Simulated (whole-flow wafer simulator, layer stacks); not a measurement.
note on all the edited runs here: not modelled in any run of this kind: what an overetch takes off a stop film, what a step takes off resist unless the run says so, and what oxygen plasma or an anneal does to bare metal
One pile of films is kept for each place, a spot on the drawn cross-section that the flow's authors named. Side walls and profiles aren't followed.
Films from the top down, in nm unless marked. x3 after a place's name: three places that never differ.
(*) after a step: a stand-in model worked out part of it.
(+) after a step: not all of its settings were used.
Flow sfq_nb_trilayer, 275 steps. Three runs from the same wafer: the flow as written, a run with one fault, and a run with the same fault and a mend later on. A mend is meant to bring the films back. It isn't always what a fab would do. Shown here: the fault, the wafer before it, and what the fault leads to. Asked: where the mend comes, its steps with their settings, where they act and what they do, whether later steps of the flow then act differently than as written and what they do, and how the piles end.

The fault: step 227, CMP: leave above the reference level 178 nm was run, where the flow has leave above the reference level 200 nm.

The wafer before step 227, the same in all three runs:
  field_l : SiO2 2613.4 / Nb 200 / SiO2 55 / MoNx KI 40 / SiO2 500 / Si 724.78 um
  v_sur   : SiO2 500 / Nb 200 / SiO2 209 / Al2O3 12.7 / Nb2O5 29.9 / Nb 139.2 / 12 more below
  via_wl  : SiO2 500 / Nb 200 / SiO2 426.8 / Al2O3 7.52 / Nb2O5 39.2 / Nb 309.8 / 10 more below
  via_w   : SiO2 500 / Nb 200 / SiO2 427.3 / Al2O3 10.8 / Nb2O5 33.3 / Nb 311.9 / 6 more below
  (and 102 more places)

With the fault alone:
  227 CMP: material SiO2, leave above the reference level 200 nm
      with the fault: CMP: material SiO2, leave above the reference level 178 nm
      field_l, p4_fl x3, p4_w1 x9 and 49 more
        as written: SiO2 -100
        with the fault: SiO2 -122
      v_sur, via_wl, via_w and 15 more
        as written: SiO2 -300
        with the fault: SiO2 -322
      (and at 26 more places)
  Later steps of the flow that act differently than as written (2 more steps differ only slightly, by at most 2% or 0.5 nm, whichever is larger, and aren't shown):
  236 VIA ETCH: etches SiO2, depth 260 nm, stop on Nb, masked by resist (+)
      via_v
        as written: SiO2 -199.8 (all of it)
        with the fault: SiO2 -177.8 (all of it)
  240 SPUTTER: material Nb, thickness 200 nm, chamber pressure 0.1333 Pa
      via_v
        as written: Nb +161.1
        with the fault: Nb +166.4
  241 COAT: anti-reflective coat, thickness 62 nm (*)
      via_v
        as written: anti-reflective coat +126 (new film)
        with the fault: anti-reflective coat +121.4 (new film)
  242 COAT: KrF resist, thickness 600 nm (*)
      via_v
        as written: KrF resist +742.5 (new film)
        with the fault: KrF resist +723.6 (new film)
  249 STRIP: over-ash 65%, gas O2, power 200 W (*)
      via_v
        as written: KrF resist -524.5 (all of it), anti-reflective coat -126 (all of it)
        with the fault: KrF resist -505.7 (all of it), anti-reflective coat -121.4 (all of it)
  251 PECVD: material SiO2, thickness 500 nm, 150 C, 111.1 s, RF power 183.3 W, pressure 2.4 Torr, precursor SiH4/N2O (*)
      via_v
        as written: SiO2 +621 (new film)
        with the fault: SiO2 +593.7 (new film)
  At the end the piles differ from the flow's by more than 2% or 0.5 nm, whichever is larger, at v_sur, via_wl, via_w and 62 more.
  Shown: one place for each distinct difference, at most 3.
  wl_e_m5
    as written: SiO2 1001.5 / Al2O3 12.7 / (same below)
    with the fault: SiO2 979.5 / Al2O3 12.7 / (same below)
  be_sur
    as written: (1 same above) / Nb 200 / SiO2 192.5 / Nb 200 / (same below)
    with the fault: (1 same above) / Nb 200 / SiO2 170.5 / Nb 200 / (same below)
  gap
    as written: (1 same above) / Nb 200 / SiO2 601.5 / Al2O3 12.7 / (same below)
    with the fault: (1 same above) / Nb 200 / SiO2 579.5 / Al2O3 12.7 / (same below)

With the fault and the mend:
  The mend comes after step 234.
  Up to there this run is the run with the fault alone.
  234a STRIP: over-ash 65%, gas O2, power 200 W (*)
      field_l, v_sur, via_wl and 102 more
        KrF resist -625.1 (all of it), anti-reflective coat -62 (all of it)
      via_v
        anti-reflective coat -62 (all of it)
  234b PECVD: material SiO2, thickness 22 nm, 150 C, 4.889 s, RF power 183.3 W, pressure 2.4 Torr, precursor SiH4/N2O (the flow's step 226 once more, with other settings)
      field_l, v_sur, via_wl and 103 more
        SiO2 +22
  234c COAT: anti-reflective coat, thickness 62 nm (the flow's step 229 once more)
      field_l, v_sur, via_wl and 103 more
        anti-reflective coat +62 (new film)
  234d COAT: KrF resist, thickness 650 nm (the flow's step 230 once more)
      field_l, v_sur, via_wl and 103 more
        KrF resist +650 (new film)
  234e SOFTBAKE: KrF resist (the flow's step 231 once more)
      changes no film at any place that is followed
  234f EXPOSE: photomask I6, dose 11.91 mJ/cm2, NA 0.6, wavelength 248 nm (*) (the flow's step 232 once more)
      changes no film at any place that is followed
  234g PEB: KrF resist, 90 s (the flow's step 233 once more)
      field_l, v_sur, via_wl and 103 more
        KrF resist -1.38
  234h DEVELOP: KrF resist, thickness 650 nm, 60 s (the flow's step 234 once more)
      field_l, v_sur, via_wl and 102 more
        KrF resist -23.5
      via_v
        KrF resist -648.6 (all of it)
  No later step of the flow acts differently than as written, at any place that is followed, by more than 2% or 0.5 nm, whichever is larger.
  At the end the piles are the same as the flow's at every place that both follow.
